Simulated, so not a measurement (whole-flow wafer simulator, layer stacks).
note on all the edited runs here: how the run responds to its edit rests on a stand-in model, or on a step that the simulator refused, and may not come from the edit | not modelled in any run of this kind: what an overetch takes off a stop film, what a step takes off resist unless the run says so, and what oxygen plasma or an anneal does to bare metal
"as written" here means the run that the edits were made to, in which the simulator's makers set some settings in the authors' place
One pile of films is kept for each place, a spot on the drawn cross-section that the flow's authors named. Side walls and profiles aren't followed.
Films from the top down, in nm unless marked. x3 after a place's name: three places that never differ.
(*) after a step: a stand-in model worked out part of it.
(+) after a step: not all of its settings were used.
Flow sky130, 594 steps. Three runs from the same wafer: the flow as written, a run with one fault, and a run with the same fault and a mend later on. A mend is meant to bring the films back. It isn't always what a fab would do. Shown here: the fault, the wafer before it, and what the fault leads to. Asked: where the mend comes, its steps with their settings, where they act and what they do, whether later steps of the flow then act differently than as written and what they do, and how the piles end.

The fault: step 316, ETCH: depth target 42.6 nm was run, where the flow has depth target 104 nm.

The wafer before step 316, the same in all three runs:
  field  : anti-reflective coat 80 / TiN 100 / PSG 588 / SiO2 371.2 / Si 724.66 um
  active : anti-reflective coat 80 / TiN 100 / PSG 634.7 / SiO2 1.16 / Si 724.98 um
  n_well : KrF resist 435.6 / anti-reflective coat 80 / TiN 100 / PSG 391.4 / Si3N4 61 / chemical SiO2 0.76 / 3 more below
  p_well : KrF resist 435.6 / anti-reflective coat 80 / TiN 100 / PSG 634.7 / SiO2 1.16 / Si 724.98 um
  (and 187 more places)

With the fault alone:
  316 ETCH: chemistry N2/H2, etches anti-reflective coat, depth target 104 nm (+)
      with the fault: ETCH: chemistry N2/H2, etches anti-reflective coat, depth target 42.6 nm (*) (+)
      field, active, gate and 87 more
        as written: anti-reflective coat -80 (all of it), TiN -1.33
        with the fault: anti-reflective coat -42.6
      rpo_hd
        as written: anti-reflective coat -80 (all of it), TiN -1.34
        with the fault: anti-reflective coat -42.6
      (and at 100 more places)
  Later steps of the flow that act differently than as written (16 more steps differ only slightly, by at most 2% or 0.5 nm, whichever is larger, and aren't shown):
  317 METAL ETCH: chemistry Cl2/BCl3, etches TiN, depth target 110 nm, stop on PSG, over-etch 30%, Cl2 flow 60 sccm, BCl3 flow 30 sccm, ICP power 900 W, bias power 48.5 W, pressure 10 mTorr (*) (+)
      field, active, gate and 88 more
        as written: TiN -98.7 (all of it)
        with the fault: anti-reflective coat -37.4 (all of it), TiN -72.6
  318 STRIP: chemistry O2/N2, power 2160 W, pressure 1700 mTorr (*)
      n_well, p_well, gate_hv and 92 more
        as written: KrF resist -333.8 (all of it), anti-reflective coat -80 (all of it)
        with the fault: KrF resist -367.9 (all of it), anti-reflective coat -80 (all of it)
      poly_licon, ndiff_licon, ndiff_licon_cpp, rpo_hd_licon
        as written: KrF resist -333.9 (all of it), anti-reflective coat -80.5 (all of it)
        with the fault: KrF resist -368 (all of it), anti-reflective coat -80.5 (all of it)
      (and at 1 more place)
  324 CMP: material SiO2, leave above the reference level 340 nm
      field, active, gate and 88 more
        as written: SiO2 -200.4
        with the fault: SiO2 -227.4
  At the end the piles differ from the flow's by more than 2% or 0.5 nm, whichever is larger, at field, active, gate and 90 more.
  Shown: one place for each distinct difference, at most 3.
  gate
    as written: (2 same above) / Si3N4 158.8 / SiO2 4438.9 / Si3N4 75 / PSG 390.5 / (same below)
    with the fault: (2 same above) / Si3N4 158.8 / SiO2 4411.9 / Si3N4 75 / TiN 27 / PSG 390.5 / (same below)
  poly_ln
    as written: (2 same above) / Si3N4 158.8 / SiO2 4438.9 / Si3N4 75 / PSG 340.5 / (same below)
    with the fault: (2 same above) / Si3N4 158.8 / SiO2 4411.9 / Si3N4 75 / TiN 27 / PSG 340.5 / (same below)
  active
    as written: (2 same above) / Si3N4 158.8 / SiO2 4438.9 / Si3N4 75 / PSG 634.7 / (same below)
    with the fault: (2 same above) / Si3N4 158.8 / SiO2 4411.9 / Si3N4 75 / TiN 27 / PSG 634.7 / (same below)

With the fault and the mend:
  The mend comes after step 316.
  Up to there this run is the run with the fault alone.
  316a ETCH: chemistry N2/H2, etches anti-reflective coat, depth target 61.4 nm (*) (+) (the flow's step 316 once more, with other settings)
      n_well, p_well, gate_hv and 97 more
        KrF resist -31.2
      field, active, gate and 88 more
        anti-reflective coat -37.4 (all of it), TiN -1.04
  No later step of the flow acts differently than as written, at any place that is followed, by more than 2% or 0.5 nm, whichever is larger.
  At the end the piles are the same as the flow's at every place that both follow.
